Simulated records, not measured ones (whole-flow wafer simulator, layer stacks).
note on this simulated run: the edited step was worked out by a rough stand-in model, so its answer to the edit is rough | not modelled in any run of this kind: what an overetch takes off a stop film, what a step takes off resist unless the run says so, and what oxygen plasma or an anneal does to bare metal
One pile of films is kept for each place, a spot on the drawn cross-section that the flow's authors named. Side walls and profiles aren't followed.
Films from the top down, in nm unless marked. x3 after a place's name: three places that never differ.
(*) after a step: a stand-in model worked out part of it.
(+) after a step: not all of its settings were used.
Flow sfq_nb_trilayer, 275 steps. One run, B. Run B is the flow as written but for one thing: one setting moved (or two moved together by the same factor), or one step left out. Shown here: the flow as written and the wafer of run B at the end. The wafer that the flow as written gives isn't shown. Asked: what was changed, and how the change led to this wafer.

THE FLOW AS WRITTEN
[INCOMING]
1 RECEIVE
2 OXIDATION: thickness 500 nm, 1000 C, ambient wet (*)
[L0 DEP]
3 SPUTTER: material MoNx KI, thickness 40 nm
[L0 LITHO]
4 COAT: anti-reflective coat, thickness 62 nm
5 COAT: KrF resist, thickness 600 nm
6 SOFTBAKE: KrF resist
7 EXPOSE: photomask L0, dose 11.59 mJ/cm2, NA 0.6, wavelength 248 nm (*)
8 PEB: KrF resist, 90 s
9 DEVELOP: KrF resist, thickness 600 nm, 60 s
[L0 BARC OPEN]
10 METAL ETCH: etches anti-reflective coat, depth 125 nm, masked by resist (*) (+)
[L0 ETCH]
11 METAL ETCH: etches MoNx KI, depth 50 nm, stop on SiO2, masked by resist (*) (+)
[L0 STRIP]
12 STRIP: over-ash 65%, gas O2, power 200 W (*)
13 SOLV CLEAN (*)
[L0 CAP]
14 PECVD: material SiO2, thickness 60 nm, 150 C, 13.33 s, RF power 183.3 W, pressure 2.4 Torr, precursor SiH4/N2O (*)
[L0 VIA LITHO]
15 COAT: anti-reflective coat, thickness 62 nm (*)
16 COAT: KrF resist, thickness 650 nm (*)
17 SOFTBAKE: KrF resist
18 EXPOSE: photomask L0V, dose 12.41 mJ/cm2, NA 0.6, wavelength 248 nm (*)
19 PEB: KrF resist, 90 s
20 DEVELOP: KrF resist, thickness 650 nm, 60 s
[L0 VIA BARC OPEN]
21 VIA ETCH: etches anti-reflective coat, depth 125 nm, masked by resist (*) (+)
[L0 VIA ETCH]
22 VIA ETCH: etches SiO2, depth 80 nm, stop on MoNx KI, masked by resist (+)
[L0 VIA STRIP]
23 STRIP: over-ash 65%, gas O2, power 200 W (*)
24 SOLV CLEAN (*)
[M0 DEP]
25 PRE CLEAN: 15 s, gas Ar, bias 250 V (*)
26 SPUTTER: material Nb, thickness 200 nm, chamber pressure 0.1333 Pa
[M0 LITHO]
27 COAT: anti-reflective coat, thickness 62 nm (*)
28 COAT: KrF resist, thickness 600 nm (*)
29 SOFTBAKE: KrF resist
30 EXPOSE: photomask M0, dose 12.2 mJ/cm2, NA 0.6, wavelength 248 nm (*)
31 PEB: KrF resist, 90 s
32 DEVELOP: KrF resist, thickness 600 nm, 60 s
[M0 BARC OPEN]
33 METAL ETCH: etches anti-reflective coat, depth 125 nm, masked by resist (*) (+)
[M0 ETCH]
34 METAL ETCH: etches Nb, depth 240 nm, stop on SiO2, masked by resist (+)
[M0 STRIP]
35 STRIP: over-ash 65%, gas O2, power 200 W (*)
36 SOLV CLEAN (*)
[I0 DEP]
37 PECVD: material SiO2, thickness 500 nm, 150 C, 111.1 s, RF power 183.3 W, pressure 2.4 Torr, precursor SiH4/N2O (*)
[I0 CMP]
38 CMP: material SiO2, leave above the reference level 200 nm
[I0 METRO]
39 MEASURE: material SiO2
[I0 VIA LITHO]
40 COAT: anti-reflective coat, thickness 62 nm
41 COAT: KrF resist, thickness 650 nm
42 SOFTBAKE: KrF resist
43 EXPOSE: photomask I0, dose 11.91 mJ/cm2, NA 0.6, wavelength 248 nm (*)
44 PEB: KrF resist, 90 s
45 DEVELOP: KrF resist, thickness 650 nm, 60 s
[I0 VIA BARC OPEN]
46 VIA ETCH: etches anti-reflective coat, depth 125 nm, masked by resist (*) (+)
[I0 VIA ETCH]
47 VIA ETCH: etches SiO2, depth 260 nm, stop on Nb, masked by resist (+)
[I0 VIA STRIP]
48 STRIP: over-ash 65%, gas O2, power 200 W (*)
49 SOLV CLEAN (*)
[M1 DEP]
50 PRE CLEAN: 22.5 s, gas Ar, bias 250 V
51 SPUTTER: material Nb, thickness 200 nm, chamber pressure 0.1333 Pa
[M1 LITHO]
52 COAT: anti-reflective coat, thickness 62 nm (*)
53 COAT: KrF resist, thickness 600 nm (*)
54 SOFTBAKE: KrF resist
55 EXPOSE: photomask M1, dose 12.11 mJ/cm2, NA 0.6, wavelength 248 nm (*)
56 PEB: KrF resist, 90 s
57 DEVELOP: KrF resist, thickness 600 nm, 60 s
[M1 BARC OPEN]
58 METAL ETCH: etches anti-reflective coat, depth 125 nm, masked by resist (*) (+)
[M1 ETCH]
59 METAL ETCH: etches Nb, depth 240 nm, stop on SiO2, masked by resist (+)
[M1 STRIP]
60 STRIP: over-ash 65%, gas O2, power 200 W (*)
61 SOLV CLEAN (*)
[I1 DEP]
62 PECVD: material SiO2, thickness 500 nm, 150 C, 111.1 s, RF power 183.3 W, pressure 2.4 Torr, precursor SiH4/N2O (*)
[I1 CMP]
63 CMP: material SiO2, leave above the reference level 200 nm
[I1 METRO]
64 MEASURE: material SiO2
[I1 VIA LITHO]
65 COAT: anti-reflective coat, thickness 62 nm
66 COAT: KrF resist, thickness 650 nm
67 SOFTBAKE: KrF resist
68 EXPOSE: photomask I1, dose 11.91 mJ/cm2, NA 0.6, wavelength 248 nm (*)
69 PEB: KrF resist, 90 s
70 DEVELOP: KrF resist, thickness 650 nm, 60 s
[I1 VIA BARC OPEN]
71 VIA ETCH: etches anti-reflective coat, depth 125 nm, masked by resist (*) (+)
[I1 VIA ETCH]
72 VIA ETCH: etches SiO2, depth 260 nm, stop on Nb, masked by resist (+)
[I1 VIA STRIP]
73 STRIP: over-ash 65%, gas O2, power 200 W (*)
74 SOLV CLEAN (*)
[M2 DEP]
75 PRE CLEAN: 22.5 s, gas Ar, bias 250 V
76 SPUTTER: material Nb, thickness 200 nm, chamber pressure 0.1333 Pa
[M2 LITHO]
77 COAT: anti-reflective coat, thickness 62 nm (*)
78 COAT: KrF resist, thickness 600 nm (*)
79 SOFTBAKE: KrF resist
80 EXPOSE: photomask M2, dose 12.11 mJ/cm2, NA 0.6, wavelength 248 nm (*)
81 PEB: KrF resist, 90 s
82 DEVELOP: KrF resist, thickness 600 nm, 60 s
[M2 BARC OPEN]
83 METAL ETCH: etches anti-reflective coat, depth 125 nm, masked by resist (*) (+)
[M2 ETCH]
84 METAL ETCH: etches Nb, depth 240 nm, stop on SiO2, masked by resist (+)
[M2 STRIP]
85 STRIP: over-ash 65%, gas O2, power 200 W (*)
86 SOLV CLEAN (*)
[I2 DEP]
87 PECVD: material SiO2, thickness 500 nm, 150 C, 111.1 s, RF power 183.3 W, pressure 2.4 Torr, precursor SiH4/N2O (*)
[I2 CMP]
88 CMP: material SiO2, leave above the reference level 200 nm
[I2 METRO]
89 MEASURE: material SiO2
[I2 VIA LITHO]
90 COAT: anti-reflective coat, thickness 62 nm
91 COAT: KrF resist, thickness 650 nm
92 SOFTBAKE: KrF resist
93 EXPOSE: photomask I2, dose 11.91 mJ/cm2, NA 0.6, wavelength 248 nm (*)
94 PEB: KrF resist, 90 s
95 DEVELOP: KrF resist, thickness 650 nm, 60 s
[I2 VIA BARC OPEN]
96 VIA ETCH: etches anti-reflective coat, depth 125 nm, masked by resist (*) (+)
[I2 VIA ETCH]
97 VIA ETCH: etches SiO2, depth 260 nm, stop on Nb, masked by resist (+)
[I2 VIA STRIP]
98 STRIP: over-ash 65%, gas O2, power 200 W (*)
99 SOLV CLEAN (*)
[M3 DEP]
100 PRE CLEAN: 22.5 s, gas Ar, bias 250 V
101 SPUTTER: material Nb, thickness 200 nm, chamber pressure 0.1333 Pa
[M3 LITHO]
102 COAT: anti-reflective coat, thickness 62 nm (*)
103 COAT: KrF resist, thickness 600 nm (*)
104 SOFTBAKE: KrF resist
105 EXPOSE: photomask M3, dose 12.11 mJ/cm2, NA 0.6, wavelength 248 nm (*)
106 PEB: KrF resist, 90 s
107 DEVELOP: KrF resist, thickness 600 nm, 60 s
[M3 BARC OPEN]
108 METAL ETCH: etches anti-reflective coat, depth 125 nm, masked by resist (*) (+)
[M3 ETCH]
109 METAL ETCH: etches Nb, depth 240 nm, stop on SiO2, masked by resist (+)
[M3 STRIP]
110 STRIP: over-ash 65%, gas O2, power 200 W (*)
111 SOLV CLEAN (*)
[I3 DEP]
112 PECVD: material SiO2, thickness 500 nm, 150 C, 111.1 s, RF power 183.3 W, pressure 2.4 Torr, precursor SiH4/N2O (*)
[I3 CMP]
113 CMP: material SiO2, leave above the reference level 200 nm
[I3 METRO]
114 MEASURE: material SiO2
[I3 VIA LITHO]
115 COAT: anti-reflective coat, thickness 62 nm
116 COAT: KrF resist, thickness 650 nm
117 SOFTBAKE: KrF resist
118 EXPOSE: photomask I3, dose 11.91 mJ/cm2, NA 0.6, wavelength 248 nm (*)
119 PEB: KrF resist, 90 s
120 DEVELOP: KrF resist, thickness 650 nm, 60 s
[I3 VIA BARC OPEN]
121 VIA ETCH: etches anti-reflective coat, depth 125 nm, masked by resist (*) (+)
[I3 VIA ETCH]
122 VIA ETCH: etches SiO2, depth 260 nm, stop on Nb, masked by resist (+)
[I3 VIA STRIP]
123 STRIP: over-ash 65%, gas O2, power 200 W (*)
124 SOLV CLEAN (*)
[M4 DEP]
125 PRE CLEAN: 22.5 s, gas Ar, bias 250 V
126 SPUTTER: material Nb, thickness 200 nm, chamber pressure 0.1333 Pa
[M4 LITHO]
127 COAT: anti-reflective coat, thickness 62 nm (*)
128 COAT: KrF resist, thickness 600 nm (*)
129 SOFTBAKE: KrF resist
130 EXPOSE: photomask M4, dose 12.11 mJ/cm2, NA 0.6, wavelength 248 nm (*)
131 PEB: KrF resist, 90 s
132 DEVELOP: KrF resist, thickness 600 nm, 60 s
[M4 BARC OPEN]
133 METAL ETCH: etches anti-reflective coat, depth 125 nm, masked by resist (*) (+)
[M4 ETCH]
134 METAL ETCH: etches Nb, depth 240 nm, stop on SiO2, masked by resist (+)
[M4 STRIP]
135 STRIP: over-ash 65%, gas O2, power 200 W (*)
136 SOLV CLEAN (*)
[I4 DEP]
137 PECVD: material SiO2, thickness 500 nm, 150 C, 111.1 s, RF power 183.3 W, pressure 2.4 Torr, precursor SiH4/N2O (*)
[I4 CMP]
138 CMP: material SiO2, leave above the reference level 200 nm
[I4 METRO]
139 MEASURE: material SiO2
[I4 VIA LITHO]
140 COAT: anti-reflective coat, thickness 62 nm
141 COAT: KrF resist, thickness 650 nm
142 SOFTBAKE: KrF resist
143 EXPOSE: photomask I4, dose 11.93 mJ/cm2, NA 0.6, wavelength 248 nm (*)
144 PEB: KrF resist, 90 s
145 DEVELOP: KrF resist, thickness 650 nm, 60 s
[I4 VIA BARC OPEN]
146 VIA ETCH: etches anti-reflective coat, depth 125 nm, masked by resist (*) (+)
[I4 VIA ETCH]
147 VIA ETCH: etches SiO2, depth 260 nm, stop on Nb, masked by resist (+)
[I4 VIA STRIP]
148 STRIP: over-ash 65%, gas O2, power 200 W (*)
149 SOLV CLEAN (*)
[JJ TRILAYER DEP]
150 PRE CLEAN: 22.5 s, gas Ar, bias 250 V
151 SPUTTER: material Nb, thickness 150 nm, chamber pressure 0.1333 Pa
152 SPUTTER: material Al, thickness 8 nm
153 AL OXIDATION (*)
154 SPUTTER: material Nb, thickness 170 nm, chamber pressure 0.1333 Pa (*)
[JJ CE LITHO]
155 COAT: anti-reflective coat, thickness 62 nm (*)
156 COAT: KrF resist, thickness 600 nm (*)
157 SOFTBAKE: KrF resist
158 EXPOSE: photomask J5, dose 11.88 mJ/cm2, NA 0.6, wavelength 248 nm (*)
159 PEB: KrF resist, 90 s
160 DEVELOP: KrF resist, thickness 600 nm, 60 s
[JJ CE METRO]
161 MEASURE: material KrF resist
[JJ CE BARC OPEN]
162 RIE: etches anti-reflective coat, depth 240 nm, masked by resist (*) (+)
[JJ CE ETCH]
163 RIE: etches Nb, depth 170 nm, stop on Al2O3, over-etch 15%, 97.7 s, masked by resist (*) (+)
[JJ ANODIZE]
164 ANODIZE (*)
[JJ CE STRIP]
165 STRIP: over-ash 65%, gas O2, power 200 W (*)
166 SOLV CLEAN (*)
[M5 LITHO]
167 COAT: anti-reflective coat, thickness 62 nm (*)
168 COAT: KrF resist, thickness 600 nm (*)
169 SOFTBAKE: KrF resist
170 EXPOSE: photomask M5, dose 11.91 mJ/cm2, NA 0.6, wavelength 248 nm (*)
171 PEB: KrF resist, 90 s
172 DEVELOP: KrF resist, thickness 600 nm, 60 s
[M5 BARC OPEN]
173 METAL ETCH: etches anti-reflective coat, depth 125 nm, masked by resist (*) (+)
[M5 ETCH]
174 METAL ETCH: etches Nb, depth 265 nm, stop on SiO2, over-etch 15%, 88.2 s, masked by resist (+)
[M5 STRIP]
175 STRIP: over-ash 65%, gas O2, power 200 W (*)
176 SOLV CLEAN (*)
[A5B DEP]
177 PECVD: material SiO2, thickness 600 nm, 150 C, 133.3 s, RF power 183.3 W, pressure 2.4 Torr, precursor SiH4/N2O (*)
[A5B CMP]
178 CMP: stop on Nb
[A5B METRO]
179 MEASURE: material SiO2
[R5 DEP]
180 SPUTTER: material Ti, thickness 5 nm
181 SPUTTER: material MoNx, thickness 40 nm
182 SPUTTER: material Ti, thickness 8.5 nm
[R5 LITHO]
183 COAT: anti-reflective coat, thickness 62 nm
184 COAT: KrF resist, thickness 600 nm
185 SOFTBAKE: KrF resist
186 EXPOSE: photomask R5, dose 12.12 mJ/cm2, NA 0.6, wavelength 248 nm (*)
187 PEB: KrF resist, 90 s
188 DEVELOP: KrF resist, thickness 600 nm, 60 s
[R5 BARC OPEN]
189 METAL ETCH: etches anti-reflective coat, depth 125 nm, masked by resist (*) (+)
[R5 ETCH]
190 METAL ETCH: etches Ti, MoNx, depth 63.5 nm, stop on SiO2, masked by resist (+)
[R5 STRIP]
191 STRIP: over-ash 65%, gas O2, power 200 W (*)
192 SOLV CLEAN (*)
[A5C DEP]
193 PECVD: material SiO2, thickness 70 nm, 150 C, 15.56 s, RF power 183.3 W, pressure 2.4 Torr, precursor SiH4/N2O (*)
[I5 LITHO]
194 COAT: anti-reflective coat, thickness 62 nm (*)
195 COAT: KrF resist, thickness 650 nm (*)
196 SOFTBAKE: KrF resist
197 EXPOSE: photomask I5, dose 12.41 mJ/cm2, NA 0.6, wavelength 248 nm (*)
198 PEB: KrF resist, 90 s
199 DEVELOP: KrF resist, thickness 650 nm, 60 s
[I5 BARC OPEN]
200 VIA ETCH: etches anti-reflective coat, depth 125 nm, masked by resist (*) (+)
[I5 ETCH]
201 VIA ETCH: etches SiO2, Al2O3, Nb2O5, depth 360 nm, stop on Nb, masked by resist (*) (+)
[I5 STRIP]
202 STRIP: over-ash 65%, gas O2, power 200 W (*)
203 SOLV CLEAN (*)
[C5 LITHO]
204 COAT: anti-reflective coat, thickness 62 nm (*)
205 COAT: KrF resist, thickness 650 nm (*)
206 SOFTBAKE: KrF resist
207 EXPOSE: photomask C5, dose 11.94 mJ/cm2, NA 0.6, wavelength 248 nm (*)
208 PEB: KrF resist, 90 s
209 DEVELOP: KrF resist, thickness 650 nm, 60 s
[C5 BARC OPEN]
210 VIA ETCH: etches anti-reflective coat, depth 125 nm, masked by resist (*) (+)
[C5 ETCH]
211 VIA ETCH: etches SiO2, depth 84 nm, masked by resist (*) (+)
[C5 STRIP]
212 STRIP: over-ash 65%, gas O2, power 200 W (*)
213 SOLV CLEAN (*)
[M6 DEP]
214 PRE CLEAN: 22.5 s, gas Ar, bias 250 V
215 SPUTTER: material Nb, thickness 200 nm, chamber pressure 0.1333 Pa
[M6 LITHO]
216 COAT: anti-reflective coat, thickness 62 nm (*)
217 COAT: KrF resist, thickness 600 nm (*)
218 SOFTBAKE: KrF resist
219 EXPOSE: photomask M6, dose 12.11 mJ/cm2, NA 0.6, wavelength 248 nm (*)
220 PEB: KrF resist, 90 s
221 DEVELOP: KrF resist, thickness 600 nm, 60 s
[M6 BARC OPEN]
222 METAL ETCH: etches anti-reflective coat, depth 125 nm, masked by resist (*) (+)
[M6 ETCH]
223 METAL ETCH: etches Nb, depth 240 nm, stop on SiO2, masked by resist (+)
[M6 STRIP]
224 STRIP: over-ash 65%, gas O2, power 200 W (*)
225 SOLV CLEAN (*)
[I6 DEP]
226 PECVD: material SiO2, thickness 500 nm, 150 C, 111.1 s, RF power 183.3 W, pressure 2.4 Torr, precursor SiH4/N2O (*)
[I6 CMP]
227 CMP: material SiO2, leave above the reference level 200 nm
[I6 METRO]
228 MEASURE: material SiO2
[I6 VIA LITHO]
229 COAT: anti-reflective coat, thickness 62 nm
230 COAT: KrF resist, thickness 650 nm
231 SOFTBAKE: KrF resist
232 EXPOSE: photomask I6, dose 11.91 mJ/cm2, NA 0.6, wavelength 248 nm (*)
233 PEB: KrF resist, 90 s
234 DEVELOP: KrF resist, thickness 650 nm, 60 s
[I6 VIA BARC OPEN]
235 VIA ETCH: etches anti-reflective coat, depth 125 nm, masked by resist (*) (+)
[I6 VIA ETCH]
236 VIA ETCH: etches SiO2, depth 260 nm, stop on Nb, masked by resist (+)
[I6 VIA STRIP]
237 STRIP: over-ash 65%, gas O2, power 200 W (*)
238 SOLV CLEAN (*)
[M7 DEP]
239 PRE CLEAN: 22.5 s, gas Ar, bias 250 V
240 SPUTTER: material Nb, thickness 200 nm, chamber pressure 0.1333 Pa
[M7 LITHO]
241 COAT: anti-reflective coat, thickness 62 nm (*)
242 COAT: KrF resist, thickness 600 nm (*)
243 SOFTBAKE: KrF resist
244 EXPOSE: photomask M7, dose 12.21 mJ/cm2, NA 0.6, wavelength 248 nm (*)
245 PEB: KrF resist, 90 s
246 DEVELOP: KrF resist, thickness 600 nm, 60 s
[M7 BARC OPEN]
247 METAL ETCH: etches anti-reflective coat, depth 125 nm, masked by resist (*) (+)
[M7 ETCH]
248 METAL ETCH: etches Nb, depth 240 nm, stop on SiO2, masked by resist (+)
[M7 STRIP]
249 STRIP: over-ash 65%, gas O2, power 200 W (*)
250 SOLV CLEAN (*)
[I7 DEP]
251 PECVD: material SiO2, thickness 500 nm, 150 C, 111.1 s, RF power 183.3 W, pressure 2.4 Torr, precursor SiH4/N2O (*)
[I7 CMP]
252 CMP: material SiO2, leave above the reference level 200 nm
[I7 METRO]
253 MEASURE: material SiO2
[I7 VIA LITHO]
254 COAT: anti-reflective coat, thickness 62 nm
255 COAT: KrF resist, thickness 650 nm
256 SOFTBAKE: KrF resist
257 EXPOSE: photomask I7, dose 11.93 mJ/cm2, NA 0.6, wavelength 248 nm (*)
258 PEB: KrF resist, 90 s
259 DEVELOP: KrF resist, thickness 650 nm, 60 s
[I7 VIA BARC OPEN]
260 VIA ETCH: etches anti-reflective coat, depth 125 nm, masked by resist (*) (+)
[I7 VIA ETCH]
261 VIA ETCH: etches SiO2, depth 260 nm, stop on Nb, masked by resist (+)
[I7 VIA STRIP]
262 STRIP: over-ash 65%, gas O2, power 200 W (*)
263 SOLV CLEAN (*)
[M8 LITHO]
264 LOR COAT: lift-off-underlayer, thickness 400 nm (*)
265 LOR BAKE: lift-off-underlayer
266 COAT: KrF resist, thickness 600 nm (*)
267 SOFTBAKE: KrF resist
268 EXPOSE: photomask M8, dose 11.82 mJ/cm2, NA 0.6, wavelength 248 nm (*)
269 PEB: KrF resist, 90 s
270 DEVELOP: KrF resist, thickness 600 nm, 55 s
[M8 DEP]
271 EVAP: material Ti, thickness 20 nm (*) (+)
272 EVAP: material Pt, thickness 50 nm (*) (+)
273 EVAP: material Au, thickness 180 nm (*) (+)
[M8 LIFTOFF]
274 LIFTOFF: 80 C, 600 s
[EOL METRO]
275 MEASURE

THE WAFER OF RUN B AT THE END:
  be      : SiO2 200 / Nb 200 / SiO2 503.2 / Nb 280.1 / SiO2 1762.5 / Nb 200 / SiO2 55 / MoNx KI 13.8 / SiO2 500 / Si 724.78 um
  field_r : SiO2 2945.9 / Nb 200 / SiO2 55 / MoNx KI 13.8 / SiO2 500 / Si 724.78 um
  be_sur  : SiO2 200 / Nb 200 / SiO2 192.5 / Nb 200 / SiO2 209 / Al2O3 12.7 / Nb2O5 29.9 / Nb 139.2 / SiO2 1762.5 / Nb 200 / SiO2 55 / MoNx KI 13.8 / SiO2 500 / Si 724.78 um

The cause: step 11, METAL ETCH: depth 26.2 nm was run, where the flow has depth 50 nm.

How the change led to this, step by step:
  11 METAL ETCH: etches MoNx KI, depth 50 nm, stop on SiO2, masked by resist (*) (+)
      v_sur, via_wl, via_w and 97 more: MoNx KI -26.2 (as written it would be: MoNx KI -40 (all of it))
      field_l, l0_sur, l0v, l0r_line_l, l0r_line_c, l0r_line_r: KrF resist -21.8 (as written it would be: KrF resist -41.7)
  12 STRIP: over-ash 65%, gas O2, power 200 W (*)
      field_l, l0_sur, l0v, l0r_line_l, l0r_line_c, l0r_line_r: KrF resist -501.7 (all of it), anti-reflective coat -62 (all of it) (as written it would be: KrF resist -481.9 (all of it), anti-reflective coat -62 (all of it))
  14 PECVD: material SiO2, thickness 60 nm, 150 C, 13.33 s, RF power 183.3 W, pressure 2.4 Torr, precursor SiH4/N2O (*)
      v_sur, via_wl, via_w and 97 more: SiO2 +60 (new film) (as written it would be: SiO2 +60)
  15 COAT: anti-reflective coat, thickness 62 nm (*)
      field_l: anti-reflective coat +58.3 (new film) (as written it would be: anti-reflective coat +56.7 (new film))
      v_sur: anti-reflective coat +68.8 (new film) (as written it would be: anti-reflective coat +72.2 (new film))
      (and at 3 more places)
  23 STRIP: over-ash 65%, gas O2, power 200 W (*)
      field_l: KrF resist -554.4 (all of it), anti-reflective coat -58.3 (all of it) (as written it would be: KrF resist -551.4 (all of it), anti-reflective coat -56.7 (all of it))
      v_sur: KrF resist -566.5 (all of it), anti-reflective coat -68.8 (all of it) (as written it would be: KrF resist -570.5 (all of it), anti-reflective coat -72.2 (all of it))
      (and at 3 more places)
  27 COAT: anti-reflective coat, thickness 62 nm (*)
      field_l: anti-reflective coat +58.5 (new film) (as written it would be: anti-reflective coat +56.9 (new film))
      v_sur: anti-reflective coat +68.7 (new film) (as written it would be: anti-reflective coat +72.3 (new film))
      (and at 3 more places)
  35 STRIP: over-ash 65%, gas O2, power 200 W (*)
      field_l: KrF resist -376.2 (all of it), anti-reflective coat -58.5 (all of it) (as written it would be: KrF resist -372.9 (all of it), anti-reflective coat -56.9 (all of it))
      v_sur: KrF resist -388.3 (all of it), anti-reflective coat -68.7 (all of it) (as written it would be: KrF resist -391.6 (all of it), anti-reflective coat -72.3 (all of it))
      (and at 3 more places)
  38 CMP: material SiO2, leave above the reference level 200 nm
      field_l, l0_sur, l0r_line_l, l0r_line_c, l0r_line_r: SiO2 -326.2 (as written it would be: SiO2 -340)
      l0v: SiO2 -264 (as written it would be: SiO2 -277.8)
Counting metal films that touch as one body, be has 4 bodies (between them, from the top down: SiO2 503.2; SiO2 1762.5; SiO2 55); the flow as written gives 3 bodies (between them, from the top down: SiO2 503.2; SiO2 1762.5).
Counting metal films that touch as one body, field_r has 2 bodies (between them, from the top down: SiO2 55); the flow as written gives 1 body.
Counting metal films that touch as one body, be_sur has 5 bodies (between them, from the top down: SiO2 192.5; SiO2 209 / Al2O3 12.7 / Nb2O5 29.9; SiO2 1762.5; SiO2 55); the flow as written gives 4 bodies (between them, from the top down: SiO2 192.5; SiO2 209 / Al2O3 12.7 / Nb2O5 29.9; SiO2 1762.5).
